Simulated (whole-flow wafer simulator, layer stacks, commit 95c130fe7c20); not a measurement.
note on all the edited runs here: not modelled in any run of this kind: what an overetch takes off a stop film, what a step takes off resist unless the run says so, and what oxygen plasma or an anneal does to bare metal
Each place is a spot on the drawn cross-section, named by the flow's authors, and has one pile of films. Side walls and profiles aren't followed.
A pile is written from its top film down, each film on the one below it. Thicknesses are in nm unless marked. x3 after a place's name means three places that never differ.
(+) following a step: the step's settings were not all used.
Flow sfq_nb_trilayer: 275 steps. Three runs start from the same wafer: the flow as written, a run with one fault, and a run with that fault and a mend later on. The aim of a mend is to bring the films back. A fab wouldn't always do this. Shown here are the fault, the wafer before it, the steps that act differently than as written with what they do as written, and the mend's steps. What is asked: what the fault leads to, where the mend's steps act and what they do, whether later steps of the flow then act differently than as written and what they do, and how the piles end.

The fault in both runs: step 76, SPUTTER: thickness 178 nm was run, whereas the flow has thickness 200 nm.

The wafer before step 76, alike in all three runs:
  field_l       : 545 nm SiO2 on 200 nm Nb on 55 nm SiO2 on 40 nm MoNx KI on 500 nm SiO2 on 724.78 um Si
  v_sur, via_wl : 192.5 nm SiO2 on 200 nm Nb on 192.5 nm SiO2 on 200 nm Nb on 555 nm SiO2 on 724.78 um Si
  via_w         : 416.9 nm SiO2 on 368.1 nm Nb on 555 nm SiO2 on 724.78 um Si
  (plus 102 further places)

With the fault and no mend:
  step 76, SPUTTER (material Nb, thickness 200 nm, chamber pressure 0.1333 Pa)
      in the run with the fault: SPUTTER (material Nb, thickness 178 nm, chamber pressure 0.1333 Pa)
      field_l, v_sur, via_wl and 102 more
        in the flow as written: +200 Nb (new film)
        in the run with the fault: +178 Nb (new film)
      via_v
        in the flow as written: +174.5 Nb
        in the run with the fault: +155.6 Nb
  Later steps of the flow acting differently than as written (not shown: 6 more steps that differ only slightly, by at most 2% or 0.5 nm, whichever is larger):
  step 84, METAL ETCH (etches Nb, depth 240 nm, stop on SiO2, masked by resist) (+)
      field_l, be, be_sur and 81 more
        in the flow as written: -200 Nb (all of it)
        in the run with the fault: -178 Nb (all of it)
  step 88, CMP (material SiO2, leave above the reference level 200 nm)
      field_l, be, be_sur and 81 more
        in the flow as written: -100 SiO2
        in the run with the fault: -122 SiO2
  The piles end different from the flow's at v_sur, via_wl, via_w and 29 more by more than 2% or 0.5 nm, whichever is larger.
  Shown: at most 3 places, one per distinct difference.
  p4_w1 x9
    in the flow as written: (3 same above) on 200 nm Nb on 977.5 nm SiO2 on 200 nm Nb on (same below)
    in the run with the fault: (3 same above) on 200 nm Nb on 955.5 nm SiO2 on 200 nm Nb on (same below)
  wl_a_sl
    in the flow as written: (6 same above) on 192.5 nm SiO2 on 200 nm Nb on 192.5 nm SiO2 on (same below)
    in the run with the fault: (6 same above) on 192.5 nm SiO2 on 178 nm Nb on 192.5 nm SiO2 on (same below)
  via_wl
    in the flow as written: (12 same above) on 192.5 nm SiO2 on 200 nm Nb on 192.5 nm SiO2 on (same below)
    in the run with the fault: (12 same above) on 192.5 nm SiO2 on 178 nm Nb on 192.5 nm SiO2 on (same below)

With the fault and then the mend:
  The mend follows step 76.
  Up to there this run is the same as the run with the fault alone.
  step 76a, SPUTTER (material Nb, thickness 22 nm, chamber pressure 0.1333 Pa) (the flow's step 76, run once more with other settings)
      field_l, v_sur, via_wl and 102 more
        +22 Nb
      via_v
        +17 Nb
  Every later step of the flow that is run acts as written, at every place that is followed, to within 2% or 0.5 nm, whichever is larger.
  The piles end only slightly different from the flow's at the places that both follow, by no more than 2% or 0.5 nm, whichever is larger.
